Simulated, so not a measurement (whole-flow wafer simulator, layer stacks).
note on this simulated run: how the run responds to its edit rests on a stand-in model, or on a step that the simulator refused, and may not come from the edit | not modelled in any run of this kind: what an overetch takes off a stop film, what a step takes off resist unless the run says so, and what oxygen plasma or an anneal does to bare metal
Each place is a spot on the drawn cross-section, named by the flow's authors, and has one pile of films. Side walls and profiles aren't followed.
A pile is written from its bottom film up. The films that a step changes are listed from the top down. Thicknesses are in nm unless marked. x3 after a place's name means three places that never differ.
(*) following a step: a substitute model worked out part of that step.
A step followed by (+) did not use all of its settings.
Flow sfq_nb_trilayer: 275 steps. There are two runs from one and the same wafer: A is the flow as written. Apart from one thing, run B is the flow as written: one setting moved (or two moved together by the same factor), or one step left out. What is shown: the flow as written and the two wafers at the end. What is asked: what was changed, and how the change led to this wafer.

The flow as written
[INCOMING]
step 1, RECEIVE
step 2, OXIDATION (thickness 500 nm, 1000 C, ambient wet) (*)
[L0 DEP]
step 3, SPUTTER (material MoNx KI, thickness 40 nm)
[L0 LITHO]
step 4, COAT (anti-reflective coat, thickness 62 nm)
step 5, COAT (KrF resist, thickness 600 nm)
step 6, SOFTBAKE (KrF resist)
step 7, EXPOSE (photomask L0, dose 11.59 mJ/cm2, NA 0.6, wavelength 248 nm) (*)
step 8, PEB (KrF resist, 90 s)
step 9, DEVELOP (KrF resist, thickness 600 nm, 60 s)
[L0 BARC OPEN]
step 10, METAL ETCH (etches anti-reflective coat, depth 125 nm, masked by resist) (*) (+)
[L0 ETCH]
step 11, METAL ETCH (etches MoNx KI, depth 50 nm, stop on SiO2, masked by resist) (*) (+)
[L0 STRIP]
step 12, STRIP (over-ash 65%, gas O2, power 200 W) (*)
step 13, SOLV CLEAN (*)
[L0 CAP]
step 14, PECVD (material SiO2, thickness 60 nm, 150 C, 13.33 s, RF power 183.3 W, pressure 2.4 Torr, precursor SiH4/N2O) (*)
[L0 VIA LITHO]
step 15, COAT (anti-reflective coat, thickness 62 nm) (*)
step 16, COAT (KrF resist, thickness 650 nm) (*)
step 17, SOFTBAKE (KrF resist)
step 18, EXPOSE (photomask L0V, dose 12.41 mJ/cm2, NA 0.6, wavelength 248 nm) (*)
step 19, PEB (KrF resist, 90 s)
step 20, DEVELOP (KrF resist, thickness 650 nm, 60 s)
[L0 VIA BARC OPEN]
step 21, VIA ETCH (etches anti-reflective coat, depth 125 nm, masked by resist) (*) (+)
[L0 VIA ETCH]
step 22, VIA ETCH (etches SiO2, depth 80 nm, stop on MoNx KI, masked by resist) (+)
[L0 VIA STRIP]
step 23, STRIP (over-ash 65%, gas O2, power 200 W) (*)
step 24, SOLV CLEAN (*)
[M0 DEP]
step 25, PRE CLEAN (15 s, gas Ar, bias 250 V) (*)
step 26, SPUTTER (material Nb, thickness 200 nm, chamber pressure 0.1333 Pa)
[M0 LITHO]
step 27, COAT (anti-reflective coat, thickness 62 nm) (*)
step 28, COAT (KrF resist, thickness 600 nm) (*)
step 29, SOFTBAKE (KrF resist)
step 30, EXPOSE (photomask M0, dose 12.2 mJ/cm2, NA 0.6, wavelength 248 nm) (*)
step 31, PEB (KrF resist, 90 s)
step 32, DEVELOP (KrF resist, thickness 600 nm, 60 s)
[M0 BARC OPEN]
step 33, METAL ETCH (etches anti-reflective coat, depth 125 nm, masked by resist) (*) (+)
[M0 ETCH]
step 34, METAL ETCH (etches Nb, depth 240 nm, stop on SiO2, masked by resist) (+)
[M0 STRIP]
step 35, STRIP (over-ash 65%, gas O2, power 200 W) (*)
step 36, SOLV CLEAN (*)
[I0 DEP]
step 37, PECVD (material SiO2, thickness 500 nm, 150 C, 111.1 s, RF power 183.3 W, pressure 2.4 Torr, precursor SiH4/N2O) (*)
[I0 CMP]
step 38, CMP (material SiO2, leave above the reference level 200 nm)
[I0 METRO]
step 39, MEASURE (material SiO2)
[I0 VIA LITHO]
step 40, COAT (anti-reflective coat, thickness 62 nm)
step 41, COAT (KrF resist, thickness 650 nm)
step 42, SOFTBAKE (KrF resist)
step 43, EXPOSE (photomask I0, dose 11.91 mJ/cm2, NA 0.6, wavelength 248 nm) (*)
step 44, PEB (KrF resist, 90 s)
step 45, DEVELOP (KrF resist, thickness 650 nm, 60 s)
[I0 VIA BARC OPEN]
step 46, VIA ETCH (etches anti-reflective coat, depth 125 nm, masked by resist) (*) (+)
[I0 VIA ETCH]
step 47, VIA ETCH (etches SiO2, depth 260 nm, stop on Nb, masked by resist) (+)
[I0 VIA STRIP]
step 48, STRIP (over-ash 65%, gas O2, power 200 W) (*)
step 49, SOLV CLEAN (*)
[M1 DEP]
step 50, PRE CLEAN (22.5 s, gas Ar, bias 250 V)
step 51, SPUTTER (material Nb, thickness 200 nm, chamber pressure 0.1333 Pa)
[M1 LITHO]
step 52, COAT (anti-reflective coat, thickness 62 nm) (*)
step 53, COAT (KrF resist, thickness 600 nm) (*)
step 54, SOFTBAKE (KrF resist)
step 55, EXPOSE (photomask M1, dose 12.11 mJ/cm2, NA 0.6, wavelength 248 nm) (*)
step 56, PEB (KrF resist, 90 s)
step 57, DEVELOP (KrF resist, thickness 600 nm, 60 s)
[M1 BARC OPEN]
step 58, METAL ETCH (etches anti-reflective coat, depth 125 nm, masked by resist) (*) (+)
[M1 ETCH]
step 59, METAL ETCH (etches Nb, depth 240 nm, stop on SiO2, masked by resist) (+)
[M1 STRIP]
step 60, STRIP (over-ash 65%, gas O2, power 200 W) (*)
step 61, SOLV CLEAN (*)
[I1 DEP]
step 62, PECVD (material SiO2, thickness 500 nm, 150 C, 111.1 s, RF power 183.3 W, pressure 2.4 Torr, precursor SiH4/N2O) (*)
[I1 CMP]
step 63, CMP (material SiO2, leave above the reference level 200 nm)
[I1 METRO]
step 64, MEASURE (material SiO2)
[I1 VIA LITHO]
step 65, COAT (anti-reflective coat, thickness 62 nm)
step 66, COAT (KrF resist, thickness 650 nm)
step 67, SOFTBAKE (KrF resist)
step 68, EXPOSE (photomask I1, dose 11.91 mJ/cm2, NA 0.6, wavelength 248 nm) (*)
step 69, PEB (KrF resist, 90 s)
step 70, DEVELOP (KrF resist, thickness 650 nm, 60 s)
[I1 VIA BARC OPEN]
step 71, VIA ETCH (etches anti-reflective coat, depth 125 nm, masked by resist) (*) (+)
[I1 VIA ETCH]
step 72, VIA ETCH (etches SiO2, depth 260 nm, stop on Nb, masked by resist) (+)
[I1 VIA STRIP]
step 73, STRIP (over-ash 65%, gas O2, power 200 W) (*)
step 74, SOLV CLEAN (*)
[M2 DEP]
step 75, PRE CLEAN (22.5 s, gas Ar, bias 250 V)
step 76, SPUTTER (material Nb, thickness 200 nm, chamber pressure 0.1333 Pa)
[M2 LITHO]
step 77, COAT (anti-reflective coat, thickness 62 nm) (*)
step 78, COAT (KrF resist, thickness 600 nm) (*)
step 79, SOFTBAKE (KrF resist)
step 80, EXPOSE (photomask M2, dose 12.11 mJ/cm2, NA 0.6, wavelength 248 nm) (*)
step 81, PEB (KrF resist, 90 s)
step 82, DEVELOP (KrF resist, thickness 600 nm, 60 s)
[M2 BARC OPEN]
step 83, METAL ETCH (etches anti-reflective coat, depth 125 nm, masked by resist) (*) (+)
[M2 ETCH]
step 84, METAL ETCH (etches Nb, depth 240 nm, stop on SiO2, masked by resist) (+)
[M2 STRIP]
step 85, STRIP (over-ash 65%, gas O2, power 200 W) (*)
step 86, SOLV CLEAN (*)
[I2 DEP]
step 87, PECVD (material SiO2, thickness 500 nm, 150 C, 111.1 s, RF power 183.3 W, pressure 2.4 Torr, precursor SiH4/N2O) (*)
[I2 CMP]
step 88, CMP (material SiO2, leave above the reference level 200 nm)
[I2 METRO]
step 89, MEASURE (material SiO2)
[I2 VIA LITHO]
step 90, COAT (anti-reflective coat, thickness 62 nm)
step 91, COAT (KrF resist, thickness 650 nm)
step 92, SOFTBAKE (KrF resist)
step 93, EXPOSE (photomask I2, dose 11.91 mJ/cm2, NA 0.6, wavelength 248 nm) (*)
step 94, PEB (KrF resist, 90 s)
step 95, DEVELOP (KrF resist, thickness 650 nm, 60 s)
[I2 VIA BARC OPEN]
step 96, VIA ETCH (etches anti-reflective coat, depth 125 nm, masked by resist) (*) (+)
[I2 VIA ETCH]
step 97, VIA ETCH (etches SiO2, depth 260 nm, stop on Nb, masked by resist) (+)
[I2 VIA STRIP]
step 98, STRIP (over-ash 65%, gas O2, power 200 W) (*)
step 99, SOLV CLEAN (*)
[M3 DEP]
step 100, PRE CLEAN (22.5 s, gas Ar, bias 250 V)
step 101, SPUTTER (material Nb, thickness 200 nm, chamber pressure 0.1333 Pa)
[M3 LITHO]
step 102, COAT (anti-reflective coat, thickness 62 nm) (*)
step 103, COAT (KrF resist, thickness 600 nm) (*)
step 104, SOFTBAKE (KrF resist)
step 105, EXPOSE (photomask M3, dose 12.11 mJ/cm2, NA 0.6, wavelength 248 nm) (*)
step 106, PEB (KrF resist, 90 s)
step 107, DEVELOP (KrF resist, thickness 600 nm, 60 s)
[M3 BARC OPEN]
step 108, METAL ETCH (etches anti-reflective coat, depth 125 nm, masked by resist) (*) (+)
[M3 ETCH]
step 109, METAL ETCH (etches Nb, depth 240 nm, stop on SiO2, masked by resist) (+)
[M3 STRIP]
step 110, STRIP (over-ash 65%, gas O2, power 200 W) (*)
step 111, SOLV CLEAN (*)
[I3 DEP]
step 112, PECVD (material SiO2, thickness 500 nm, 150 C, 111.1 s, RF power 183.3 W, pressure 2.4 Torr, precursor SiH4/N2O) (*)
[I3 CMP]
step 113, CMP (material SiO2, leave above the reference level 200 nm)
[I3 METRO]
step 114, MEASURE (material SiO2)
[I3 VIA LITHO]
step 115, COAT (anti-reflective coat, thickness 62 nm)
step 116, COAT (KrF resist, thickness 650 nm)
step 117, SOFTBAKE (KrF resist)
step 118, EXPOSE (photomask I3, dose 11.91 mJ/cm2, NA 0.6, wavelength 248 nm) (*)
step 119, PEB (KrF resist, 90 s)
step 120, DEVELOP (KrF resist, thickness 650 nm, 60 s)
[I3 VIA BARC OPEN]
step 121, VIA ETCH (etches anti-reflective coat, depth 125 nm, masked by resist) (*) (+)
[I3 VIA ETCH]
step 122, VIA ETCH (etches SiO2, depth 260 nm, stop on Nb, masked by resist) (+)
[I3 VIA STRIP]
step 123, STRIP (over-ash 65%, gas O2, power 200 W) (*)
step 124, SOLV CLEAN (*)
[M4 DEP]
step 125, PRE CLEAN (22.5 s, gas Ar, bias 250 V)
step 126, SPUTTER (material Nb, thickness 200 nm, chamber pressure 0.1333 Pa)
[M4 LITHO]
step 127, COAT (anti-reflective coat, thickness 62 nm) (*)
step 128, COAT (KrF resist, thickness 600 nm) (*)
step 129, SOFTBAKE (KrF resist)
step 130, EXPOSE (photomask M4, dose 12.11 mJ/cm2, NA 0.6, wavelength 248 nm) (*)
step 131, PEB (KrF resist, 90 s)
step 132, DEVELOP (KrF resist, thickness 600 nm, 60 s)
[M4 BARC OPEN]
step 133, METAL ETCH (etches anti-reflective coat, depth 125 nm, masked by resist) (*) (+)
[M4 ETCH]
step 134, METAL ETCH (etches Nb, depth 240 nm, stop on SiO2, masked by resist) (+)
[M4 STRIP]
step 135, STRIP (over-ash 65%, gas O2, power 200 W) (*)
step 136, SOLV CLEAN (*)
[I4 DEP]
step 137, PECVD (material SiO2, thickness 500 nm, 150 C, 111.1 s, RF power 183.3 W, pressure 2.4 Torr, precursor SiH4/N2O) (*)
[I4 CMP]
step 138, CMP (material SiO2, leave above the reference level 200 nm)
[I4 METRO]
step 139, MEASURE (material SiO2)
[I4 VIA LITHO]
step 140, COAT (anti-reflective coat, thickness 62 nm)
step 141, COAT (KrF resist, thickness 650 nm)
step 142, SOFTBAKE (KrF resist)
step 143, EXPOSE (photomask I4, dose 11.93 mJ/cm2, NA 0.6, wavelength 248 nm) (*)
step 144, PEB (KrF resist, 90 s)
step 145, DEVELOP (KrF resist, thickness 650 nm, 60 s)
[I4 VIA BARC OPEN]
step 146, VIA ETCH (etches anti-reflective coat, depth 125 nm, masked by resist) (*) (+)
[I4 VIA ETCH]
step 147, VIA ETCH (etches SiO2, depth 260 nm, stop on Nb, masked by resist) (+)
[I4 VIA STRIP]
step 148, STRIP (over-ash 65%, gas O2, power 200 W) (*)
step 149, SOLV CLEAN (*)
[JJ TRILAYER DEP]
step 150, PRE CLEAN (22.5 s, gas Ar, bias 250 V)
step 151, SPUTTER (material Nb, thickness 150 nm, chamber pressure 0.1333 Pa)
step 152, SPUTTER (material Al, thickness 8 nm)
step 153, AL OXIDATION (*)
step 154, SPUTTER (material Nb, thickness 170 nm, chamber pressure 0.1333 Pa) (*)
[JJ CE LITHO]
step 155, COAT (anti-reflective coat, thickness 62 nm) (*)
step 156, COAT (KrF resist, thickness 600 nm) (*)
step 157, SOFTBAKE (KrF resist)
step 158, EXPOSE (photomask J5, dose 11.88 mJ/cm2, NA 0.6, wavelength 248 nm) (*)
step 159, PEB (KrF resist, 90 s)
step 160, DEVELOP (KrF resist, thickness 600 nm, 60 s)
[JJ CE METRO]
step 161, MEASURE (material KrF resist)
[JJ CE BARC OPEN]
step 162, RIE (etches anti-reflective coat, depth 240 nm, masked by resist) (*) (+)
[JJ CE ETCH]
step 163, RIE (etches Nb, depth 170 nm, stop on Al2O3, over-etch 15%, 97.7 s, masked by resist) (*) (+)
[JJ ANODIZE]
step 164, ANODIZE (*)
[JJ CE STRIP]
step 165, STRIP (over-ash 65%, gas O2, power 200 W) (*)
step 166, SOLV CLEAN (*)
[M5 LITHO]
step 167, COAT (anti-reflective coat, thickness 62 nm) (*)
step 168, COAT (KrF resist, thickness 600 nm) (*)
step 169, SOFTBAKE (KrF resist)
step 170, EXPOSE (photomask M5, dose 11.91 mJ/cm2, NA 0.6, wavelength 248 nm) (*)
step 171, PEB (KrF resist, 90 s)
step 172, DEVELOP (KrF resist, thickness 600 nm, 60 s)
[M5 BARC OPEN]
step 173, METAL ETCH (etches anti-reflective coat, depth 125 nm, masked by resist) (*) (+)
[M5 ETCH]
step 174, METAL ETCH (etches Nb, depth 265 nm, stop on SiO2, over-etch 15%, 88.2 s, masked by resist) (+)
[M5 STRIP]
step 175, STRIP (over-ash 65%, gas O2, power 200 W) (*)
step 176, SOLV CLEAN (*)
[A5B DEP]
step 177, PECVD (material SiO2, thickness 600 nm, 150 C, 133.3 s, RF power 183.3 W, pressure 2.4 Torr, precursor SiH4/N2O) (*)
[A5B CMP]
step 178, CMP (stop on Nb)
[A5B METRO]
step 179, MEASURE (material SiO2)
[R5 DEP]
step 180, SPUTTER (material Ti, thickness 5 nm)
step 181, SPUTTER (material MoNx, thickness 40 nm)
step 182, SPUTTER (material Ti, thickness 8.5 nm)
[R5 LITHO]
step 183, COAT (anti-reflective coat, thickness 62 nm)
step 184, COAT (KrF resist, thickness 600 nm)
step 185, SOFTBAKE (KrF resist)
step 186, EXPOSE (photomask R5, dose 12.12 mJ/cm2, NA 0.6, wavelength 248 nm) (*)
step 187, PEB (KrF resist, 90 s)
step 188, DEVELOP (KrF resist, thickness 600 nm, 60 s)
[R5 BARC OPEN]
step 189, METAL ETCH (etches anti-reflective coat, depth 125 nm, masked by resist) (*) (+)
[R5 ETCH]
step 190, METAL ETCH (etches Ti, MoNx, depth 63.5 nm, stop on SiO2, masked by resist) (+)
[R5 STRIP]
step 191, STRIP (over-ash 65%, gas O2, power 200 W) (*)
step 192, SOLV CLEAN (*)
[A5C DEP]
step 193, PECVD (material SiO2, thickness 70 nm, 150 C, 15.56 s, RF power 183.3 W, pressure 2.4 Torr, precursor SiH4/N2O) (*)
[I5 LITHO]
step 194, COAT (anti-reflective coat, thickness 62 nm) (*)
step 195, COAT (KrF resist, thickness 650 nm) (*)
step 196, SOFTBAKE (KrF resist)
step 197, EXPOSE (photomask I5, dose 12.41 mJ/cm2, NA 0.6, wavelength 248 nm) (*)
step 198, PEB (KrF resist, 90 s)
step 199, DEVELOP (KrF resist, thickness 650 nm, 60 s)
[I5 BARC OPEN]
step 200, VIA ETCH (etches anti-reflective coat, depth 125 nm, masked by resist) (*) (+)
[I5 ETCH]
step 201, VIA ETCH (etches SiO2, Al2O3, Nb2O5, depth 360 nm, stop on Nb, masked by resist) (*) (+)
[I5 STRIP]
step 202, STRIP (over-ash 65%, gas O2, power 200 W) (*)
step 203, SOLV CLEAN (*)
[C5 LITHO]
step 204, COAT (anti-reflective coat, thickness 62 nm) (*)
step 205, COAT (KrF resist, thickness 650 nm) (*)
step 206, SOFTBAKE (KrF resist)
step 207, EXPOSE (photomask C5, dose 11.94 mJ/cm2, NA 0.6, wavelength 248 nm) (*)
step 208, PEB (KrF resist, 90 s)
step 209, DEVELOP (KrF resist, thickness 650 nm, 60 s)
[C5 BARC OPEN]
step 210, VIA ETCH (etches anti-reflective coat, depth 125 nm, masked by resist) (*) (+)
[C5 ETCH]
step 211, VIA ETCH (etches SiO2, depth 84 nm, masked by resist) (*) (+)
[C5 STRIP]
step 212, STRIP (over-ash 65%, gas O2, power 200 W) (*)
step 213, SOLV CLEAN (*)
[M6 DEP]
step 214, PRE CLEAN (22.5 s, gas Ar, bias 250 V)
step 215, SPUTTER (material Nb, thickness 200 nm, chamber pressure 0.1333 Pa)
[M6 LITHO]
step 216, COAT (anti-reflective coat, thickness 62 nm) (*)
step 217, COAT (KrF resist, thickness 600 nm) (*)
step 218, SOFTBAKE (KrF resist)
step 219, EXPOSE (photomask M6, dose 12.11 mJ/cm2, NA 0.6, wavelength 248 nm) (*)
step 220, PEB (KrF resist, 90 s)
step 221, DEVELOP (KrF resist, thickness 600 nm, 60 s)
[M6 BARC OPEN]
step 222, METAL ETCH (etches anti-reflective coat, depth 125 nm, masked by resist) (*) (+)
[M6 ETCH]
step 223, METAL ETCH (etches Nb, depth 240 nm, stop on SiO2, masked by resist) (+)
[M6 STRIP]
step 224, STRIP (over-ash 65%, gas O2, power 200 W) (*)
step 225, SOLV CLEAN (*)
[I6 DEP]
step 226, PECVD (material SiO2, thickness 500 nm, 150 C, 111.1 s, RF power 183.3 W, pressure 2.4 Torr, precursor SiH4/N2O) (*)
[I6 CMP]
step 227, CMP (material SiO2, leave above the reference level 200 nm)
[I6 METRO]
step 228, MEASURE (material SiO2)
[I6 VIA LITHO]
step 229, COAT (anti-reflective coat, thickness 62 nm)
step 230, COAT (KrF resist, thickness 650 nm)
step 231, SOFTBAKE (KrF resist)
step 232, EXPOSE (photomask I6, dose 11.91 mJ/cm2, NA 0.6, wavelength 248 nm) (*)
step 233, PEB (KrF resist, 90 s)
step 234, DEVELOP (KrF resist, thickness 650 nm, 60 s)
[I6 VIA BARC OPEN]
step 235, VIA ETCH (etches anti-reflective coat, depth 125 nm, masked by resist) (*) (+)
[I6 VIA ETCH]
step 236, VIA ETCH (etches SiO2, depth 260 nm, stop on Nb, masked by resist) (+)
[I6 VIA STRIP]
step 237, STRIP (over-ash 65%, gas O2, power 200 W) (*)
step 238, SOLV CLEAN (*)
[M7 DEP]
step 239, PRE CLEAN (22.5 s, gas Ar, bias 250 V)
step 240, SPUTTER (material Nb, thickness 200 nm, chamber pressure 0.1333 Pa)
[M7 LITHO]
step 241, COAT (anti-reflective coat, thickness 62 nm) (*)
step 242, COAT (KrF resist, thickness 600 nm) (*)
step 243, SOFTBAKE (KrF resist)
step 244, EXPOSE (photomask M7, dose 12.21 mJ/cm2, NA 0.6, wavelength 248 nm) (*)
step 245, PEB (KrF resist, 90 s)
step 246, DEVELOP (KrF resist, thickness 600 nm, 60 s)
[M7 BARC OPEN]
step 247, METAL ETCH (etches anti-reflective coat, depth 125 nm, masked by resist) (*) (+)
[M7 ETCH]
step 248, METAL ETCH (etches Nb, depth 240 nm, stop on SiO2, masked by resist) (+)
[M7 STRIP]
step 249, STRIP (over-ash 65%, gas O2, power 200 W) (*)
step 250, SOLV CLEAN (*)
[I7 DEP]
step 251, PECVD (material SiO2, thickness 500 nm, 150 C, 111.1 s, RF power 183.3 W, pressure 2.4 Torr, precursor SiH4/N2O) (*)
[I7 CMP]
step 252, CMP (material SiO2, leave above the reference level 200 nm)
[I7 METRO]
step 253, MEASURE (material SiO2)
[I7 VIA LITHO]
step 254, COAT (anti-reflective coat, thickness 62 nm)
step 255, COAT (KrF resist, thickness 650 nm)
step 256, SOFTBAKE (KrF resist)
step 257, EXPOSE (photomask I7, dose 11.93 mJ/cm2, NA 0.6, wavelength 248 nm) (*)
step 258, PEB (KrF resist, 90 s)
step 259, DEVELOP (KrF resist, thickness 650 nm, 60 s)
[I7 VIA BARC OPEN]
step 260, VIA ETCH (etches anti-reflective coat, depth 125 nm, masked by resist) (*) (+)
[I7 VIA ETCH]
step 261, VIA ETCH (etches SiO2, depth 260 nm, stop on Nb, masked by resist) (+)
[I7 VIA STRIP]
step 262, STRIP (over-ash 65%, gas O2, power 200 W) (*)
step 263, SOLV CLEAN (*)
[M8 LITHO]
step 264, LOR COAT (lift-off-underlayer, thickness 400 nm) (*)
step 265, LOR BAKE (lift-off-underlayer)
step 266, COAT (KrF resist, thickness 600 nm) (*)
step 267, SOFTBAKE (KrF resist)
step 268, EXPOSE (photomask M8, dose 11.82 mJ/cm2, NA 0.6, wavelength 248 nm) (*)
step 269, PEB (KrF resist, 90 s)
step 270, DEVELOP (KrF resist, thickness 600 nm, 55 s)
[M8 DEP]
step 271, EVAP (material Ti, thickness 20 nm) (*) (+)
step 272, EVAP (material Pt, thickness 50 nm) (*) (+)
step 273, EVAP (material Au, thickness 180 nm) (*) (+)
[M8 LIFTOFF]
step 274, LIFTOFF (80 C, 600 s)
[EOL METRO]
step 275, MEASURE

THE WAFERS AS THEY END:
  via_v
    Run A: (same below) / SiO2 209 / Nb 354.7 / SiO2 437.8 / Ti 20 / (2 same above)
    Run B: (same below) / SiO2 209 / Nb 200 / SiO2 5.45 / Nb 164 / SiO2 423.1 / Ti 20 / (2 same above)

The reason: step 236, VIA ETCH: depth 186.9 nm was run, though the flow has depth 260 nm.

The path from the change to this, step by step:
  step 236, VIA ETCH (etches SiO2, depth 260 nm, stop on Nb, masked by resist) (+)
      via_v: A -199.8 SiO2 (all of it) | B -186.9 SiO2
      field_l, v_sur, via_wl and 102 more: A -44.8 KrF resist | B -32.2 KrF resist
  step 237, STRIP (over-ash 65%, gas O2, power 200 W) (*)
      field_l, v_sur, via_wl and 102 more: A -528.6 KrF resist (all of it), -62 anti-reflective coat (all of it) | B -541.2 KrF resist (all of it), -62 anti-reflective coat (all of it)
  step 239, PRE CLEAN (22.5 s, gas Ar, bias 250 V)
      via_v: A -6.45 Nb | B -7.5 SiO2
  step 240, SPUTTER (material Nb, thickness 200 nm, chamber pressure 0.1333 Pa)
      via_v: A +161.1 Nb | B +164 Nb (new film)
  step 241, COAT (anti-reflective coat, thickness 62 nm) (*)
      via_v: A +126 anti-reflective coat (new film) | B +116.2 anti-reflective coat (new film)
      wire: A +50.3 anti-reflective coat (new film) | B +48.4 anti-reflective coat (new film)
  step 249, STRIP (over-ash 65%, gas O2, power 200 W) (*)
      via_v: A -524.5 KrF resist (all of it), -126 anti-reflective coat (all of it) | B -519.7 KrF resist (all of it), -116.2 anti-reflective coat (all of it)
      wire: A -374.1 KrF resist (all of it), -50.3 anti-reflective coat (all of it) | B -375.8 KrF resist (all of it), -48.4 anti-reflective coat (all of it)
  step 251, PECVD (material SiO2, thickness 500 nm, 150 C, 111.1 s, RF power 183.3 W, pressure 2.4 Torr, precursor SiH4/N2O) (*)
      via_v: A +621 SiO2 (new film) | B +580.2 SiO2 (new film)
  step 252, CMP (material SiO2, leave above the reference level 200 nm)
      via_v: A -183.1 SiO2 | B -157.1 SiO2
Taking metal films that touch as one body, via_v has 7 bodies (between them, from the top down: SiO2 423.1; SiO2 5.45; SiO2 209 / Al2O3 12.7 / Nb2O5 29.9; SiO2 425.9; SiO2 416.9; SiO2 192.5); the flow as written gives 6 bodies (between them, from the top down: SiO2 437.8; SiO2 209 / Al2O3 12.7 / Nb2O5 29.9; SiO2 425.9; SiO2 416.9; SiO2 192.5).
